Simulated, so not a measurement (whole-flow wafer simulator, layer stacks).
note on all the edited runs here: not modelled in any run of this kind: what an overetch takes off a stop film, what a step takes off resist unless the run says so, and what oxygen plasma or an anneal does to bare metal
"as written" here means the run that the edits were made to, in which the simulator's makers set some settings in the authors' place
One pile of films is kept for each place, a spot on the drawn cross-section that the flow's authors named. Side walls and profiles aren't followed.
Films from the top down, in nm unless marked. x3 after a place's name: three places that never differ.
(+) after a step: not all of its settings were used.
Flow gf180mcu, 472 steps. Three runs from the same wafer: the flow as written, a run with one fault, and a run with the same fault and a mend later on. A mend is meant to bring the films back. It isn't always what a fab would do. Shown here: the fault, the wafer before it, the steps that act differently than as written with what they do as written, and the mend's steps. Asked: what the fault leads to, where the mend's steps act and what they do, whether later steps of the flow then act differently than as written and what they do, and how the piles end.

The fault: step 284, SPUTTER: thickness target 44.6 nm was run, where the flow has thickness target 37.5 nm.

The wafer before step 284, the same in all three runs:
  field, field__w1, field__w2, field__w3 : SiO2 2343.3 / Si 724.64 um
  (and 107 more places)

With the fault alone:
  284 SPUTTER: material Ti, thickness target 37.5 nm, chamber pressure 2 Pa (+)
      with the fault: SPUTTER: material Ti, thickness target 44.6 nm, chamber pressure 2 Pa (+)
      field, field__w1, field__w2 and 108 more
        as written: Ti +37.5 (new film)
        with the fault: Ti +44.6 (new film)
  Later steps of the flow that act differently than as written:
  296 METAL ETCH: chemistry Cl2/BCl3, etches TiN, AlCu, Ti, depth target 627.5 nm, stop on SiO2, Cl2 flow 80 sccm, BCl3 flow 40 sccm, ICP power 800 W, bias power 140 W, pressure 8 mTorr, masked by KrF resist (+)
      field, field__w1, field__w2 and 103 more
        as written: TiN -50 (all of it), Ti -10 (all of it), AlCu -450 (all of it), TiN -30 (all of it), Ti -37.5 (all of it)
        with the fault: TiN -50 (all of it), Ti -10 (all of it), AlCu -450 (all of it), TiN -30 (all of it), Ti -44.6 (all of it)
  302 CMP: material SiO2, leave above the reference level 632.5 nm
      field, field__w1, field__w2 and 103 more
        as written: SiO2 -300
        with the fault: SiO2 -292.9
  At the end the piles differ from the flow's by more than 2% or 0.5 nm, whichever is larger, at field__w8, contact, m1, m1__w1, m1_nw.
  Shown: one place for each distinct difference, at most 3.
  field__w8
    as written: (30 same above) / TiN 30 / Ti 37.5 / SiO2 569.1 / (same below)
    with the fault: (30 same above) / TiN 30 / Ti 44.6 / SiO2 569.1 / (same below)
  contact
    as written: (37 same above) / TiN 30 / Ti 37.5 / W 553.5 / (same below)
    with the fault: (37 same above) / TiN 30 / Ti 44.6 / W 553.5 / (same below)

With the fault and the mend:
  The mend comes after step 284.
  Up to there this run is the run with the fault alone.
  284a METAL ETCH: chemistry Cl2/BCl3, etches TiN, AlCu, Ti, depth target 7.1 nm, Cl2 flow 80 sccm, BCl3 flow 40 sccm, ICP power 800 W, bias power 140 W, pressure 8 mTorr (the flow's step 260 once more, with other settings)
      field, field__w1, field__w2 and 108 more
        Ti -7.1
  No later step of the flow acts differently than as written at any place that is followed.
  At the end the piles are the same as the flow's at every place that both follow.
